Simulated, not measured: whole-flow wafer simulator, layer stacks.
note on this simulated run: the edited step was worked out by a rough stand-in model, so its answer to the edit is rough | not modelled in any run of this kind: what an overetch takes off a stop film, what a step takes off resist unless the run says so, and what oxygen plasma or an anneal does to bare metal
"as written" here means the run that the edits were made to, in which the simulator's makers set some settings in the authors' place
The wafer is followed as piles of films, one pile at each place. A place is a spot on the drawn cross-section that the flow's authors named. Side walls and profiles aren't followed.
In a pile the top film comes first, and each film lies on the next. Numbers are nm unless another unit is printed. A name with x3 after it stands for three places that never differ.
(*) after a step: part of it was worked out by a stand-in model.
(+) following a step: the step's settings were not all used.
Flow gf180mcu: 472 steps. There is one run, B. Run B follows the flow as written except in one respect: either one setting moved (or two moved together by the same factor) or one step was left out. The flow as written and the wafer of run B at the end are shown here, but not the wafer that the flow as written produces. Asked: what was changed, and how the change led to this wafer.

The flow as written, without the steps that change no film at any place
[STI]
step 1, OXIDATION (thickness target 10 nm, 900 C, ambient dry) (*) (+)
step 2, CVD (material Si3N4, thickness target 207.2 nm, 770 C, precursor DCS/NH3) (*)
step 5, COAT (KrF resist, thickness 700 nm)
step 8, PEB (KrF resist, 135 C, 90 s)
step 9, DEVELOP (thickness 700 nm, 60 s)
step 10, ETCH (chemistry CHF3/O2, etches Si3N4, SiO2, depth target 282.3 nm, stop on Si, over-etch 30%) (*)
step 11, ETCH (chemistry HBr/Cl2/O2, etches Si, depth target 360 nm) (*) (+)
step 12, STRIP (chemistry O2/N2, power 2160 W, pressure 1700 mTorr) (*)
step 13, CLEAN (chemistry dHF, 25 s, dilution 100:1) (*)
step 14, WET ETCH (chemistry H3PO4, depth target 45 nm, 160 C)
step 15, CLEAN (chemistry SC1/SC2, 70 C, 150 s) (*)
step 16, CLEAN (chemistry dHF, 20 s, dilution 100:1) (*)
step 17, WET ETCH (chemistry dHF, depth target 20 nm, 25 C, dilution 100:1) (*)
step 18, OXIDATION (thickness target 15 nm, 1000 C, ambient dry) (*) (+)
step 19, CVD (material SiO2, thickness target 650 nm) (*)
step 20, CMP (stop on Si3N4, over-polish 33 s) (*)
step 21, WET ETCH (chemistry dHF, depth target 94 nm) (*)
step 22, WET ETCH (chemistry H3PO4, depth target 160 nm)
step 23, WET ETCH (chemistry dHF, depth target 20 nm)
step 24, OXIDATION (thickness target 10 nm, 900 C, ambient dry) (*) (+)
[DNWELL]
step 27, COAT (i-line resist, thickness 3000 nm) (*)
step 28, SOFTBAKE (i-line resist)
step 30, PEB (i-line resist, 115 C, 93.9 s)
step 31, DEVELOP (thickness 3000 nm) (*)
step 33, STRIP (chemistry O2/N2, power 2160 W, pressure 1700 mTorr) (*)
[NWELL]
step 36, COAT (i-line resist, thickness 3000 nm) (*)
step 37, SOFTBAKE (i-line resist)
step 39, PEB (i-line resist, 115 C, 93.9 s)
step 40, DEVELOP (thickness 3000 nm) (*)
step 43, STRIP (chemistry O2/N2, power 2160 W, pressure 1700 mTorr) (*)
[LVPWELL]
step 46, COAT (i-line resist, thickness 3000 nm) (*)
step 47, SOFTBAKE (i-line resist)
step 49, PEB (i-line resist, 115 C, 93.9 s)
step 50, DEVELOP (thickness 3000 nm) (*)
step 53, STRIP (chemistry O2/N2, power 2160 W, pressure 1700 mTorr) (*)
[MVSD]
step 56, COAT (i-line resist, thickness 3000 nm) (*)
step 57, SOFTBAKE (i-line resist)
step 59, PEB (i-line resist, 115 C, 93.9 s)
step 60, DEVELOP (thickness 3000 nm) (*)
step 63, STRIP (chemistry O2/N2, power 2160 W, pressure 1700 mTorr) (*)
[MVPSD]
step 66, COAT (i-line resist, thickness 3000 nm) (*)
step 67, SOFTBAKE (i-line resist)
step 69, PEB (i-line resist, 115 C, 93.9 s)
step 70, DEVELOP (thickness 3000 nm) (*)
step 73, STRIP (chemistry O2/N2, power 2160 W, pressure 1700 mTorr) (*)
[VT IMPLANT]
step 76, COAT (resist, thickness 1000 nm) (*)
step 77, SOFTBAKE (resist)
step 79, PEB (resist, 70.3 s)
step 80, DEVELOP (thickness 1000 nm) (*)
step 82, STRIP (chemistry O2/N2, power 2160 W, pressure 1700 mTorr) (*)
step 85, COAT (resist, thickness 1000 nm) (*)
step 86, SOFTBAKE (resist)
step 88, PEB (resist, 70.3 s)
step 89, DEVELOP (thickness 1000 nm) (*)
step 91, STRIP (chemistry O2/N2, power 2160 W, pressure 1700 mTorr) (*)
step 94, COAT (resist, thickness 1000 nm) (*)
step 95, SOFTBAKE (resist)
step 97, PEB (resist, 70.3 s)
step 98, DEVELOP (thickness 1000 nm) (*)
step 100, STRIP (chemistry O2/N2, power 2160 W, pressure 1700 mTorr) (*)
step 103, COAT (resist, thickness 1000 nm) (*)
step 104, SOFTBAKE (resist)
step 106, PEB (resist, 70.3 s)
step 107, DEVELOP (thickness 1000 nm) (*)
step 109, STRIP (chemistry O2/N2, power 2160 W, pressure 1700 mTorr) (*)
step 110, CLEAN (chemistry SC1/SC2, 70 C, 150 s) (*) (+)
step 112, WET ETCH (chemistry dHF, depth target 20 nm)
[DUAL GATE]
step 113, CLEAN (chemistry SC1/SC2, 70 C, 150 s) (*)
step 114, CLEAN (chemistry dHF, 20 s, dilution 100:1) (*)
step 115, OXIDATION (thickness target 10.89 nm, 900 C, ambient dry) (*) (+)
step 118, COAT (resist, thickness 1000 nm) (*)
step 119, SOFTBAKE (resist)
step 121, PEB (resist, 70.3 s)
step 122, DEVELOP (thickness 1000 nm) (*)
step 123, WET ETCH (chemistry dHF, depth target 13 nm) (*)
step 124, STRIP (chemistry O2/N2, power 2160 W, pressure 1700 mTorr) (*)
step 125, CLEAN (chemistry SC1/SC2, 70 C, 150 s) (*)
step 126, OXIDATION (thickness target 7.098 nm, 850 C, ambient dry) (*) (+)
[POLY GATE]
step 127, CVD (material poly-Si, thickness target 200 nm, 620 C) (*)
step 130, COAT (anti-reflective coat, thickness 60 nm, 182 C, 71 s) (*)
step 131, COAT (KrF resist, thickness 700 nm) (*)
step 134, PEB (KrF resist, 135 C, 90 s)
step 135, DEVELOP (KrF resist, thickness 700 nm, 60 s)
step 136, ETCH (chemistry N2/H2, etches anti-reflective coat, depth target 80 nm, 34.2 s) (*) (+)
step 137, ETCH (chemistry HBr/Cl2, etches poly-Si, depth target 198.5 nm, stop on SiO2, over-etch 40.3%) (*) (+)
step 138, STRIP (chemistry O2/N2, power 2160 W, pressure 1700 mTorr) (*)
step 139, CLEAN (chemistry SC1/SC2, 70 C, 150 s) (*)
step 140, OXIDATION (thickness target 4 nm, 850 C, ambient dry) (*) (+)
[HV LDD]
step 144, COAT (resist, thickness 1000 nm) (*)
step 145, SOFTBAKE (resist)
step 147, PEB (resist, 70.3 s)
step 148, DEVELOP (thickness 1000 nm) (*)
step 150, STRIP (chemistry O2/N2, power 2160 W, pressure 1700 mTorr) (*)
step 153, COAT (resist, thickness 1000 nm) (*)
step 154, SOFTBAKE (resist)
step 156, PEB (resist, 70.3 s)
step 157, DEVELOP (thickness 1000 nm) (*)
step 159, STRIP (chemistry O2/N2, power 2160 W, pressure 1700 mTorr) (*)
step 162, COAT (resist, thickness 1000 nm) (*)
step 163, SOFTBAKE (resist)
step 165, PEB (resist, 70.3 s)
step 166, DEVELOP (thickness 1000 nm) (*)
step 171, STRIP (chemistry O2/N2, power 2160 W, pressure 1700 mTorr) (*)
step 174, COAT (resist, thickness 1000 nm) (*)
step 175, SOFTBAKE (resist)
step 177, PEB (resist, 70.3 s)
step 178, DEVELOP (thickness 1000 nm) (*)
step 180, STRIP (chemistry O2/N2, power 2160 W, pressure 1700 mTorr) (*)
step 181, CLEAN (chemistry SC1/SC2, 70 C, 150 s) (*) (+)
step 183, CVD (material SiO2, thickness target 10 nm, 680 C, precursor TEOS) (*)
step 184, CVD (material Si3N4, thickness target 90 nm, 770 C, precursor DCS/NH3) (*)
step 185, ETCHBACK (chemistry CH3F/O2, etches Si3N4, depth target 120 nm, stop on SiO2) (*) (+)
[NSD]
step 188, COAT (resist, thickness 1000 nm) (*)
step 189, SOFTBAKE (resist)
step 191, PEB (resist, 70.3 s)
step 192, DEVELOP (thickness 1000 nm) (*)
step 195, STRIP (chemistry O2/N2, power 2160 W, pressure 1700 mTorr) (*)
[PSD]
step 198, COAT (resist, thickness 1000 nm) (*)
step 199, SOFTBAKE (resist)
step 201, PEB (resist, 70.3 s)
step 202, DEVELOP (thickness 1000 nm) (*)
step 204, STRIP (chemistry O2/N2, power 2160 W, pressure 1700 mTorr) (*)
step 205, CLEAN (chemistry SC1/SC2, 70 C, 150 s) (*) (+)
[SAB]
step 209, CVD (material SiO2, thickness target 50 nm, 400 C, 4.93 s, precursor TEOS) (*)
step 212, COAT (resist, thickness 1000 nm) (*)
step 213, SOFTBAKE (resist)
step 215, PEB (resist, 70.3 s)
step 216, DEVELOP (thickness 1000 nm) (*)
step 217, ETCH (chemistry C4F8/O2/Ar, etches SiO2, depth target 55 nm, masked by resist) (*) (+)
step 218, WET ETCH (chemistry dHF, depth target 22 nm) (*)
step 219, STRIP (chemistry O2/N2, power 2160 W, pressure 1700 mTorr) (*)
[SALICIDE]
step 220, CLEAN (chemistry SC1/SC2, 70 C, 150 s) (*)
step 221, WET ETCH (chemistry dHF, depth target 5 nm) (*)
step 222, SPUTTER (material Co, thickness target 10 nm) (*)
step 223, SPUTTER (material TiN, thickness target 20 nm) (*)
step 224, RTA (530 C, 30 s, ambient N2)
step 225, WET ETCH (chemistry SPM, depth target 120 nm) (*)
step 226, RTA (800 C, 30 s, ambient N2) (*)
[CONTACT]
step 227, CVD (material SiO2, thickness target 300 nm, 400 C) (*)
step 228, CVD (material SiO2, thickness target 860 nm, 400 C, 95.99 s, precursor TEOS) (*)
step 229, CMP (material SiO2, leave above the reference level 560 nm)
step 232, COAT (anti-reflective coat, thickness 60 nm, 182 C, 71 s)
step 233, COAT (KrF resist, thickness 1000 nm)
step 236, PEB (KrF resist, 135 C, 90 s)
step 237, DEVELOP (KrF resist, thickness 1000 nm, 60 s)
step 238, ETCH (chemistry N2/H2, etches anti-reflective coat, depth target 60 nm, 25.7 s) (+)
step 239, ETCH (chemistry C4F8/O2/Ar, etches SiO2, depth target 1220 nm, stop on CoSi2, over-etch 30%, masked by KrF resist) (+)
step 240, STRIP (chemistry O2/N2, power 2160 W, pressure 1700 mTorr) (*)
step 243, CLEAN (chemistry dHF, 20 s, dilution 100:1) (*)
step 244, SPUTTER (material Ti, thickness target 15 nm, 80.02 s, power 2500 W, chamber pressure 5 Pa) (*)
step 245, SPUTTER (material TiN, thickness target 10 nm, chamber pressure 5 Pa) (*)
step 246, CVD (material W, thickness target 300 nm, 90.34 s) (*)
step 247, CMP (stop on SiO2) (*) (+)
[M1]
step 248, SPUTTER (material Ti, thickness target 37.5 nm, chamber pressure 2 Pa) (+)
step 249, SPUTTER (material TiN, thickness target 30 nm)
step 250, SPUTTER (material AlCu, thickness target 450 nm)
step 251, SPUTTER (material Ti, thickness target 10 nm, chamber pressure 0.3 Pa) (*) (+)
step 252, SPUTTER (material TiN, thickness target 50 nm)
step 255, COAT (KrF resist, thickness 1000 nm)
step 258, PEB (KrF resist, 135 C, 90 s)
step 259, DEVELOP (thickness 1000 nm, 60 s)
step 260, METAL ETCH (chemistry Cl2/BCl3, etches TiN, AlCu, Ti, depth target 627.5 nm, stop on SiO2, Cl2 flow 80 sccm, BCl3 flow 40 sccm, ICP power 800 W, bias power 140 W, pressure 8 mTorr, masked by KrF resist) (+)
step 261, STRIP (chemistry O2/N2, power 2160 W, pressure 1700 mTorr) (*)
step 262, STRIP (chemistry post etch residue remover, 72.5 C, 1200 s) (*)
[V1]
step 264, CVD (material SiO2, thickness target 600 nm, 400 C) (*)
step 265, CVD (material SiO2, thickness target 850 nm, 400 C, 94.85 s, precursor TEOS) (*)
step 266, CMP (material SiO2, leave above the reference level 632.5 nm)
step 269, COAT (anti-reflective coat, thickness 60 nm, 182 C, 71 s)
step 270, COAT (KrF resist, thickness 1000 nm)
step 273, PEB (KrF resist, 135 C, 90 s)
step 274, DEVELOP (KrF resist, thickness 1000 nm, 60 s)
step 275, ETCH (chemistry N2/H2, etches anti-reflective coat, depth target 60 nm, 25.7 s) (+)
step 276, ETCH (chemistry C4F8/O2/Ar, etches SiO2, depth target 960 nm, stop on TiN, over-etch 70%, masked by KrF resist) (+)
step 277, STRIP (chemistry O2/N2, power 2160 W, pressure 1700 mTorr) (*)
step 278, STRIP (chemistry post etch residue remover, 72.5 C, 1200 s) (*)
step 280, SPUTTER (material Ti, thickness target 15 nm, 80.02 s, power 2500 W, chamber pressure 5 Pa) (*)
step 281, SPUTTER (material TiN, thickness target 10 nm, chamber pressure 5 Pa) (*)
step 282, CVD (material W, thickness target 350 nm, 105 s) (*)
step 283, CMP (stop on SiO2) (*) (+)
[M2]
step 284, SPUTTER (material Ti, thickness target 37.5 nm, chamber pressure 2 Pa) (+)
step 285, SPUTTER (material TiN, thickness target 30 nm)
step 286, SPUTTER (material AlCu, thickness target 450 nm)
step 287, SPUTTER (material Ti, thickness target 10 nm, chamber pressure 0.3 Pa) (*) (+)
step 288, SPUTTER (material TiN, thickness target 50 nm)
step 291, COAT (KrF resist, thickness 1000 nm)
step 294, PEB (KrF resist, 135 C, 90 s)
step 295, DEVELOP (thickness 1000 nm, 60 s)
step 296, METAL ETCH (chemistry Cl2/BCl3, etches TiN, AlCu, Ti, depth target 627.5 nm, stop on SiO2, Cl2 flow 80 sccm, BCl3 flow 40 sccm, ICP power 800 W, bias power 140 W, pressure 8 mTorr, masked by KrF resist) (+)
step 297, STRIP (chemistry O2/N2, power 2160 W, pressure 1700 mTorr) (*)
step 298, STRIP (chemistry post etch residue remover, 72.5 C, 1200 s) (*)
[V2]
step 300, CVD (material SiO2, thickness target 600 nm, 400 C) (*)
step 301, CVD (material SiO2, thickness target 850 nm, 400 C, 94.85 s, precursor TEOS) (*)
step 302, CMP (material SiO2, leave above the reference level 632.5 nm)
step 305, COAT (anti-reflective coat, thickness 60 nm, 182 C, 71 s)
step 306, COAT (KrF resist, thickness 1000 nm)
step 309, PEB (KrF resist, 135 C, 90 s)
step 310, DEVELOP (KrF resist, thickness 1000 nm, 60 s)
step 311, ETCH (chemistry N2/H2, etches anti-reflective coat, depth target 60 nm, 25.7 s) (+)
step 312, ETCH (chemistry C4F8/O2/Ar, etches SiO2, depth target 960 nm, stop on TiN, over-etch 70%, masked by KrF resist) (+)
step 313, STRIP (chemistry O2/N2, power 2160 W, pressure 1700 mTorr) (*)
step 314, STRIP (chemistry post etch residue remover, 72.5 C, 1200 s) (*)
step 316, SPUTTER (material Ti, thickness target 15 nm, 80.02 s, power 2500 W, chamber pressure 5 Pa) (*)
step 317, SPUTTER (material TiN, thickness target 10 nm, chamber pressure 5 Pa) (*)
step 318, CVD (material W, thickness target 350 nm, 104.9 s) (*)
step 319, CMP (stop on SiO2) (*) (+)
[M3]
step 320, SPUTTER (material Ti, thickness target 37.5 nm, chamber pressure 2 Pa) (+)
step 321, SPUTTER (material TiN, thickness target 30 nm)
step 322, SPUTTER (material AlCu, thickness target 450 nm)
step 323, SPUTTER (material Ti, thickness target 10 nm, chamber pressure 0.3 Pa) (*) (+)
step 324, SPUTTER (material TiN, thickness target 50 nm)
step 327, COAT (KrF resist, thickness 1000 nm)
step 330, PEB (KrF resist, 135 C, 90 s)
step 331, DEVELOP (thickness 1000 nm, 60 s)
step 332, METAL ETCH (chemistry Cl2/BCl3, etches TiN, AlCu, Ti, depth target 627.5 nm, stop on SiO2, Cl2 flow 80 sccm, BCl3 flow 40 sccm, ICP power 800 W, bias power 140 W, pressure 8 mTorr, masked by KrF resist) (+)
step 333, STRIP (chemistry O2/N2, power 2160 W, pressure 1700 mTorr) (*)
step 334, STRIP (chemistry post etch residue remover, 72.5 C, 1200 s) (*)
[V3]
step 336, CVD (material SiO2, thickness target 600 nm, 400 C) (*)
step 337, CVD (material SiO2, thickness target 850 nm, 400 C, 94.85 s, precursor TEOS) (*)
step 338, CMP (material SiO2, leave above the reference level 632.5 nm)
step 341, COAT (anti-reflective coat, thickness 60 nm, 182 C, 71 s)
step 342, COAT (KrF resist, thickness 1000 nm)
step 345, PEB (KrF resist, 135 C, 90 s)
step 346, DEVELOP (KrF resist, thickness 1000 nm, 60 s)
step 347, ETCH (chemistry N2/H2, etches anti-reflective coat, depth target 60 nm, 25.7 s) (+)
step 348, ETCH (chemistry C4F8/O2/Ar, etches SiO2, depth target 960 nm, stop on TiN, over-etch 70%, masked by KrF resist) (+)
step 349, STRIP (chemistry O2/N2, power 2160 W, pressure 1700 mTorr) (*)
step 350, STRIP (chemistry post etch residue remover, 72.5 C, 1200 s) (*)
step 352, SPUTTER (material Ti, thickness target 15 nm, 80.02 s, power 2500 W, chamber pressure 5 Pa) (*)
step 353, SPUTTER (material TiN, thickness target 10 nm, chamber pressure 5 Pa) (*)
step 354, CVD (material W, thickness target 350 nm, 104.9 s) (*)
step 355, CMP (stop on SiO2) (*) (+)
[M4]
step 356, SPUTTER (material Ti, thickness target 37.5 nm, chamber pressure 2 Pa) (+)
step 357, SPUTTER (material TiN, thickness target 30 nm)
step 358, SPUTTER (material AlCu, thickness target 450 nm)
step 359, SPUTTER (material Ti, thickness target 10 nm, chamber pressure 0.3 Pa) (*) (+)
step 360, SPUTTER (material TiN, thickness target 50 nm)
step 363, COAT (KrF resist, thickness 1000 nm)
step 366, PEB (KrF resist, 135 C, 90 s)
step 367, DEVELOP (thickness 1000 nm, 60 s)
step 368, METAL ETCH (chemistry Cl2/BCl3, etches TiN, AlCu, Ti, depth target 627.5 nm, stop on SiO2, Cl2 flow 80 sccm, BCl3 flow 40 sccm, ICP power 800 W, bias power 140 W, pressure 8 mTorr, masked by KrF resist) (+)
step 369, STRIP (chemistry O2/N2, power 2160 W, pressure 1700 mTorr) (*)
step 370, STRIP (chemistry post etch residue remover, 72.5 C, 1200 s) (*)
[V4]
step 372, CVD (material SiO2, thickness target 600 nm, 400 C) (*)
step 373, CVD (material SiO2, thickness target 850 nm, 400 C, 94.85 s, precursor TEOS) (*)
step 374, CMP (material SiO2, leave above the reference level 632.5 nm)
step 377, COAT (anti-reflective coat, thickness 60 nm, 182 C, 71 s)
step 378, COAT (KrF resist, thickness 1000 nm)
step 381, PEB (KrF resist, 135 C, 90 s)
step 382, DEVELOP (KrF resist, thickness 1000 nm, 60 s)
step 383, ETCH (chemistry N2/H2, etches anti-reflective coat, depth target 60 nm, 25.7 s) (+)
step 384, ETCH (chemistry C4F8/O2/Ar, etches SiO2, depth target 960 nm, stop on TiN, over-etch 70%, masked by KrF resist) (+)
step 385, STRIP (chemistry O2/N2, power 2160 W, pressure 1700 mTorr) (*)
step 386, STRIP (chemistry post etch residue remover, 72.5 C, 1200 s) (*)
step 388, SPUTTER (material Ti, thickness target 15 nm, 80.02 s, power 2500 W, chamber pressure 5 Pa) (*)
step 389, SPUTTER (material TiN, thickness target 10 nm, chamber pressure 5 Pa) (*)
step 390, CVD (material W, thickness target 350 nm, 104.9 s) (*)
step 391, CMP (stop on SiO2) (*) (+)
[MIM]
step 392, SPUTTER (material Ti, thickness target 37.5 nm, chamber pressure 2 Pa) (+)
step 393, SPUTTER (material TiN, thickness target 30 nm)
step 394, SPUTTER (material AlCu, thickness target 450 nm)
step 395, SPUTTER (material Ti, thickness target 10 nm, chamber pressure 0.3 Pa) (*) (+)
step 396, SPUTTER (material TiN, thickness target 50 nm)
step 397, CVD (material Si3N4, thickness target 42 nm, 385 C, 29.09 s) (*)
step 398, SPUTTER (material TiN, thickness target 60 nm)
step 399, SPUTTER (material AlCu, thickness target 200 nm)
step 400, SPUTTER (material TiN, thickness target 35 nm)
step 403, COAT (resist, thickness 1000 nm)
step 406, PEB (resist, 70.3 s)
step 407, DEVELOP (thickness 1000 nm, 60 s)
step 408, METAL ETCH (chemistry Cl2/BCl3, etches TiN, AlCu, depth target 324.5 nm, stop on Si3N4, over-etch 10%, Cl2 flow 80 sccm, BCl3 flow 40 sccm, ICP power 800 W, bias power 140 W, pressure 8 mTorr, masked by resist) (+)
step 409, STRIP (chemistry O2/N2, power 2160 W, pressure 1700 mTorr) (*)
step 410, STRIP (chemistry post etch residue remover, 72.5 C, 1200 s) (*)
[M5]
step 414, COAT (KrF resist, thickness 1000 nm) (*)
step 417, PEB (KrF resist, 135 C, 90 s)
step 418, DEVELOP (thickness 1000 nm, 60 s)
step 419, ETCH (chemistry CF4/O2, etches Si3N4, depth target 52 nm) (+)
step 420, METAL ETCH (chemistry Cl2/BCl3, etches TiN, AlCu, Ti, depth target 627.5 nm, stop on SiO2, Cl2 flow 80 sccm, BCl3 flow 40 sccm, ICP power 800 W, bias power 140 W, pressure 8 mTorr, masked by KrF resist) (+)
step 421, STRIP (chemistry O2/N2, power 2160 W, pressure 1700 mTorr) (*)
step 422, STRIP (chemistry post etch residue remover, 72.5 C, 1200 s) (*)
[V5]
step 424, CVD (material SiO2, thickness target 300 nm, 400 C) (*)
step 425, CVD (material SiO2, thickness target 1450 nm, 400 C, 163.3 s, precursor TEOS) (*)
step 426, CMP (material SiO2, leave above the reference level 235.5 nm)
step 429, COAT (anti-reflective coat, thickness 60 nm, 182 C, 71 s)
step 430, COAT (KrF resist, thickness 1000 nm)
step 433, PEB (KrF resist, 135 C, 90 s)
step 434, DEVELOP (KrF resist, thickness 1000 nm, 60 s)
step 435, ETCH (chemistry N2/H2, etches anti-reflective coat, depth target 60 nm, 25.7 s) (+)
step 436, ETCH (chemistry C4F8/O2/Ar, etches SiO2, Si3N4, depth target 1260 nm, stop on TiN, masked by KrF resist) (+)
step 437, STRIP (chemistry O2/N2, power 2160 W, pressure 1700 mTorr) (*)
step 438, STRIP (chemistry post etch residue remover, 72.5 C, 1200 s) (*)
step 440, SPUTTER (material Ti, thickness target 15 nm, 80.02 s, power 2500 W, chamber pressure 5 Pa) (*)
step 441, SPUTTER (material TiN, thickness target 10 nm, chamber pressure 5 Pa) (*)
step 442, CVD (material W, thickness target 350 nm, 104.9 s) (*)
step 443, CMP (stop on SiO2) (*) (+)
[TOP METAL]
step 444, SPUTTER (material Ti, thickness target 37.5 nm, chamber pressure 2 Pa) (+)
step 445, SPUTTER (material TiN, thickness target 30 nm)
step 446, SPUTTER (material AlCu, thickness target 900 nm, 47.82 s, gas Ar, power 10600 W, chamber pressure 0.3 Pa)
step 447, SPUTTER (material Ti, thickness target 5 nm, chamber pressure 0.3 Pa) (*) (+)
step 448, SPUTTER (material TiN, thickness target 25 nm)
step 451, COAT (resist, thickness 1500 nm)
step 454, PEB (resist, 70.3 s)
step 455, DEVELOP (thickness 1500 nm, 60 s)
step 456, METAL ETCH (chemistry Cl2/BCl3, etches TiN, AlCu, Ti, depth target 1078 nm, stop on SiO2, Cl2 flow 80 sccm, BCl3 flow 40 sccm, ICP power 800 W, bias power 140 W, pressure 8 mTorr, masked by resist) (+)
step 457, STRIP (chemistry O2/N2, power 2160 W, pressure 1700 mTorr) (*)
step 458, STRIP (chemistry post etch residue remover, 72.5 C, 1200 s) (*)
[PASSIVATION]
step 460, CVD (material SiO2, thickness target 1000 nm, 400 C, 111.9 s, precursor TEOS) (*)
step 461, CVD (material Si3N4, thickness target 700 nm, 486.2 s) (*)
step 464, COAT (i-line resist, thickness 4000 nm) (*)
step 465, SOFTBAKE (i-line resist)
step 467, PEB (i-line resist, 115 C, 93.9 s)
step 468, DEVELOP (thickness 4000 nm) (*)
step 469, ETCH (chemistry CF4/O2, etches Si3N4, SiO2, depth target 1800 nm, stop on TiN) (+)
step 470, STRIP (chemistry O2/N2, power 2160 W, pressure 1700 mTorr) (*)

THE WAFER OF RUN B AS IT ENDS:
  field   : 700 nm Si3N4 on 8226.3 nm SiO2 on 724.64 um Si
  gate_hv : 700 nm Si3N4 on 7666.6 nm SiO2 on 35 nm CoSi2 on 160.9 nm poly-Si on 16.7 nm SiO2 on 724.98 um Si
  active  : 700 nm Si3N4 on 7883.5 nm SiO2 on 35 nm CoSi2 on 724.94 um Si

Cause: step 126, OXIDATION: thickness target 9.937 nm was run, whereas the flow has thickness target 7.098 nm.

The path from the change to this, step by step:
  step 126, OXIDATION (thickness target 7.098 nm, 850 C, ambient dry) (*) (+)
      gate_hv, active_hv, active_nat and 25 more: +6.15 SiO2, -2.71 Si (as written it would have been: +3.72 SiO2, -1.64 Si)
      active, n_well, p_well and 12 more: +9.94 SiO2 (new film), -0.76 chemical SiO2 (all of it), -4.04 Si (as written it would have been: +7.1 SiO2 (new film), -0.76 chemical SiO2 (all of it), -2.79 Si)
  step 189, SOFTBAKE (resist)
      nw_enc_fld_lv__w3: -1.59 resist (as written it would have been: +2.11 resist)
  step 199, SOFTBAKE (resist)
      nw_enc_fld_lv__w3: -1.59 resist (as written it would have been: +2.11 resist)
  step 218, WET ETCH (chemistry dHF, depth target 22 nm) (*)
      active, p_well, sd_n, iso_ptap_pw, iso_ntap_nw, iso_ptap_sub, vpnp_e: -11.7 SiO2 (all of it) (as written it would have been: -9.01 SiO2 (all of it))
      ldn_tap, ldn_src, ldn_drn, ldp_tap, ldp_src, ldp_drn, ldp_gr: -18.3 SiO2 (all of it) (as written it would have been: -16 SiO2 (all of it))
      (as well as at 9 more places)
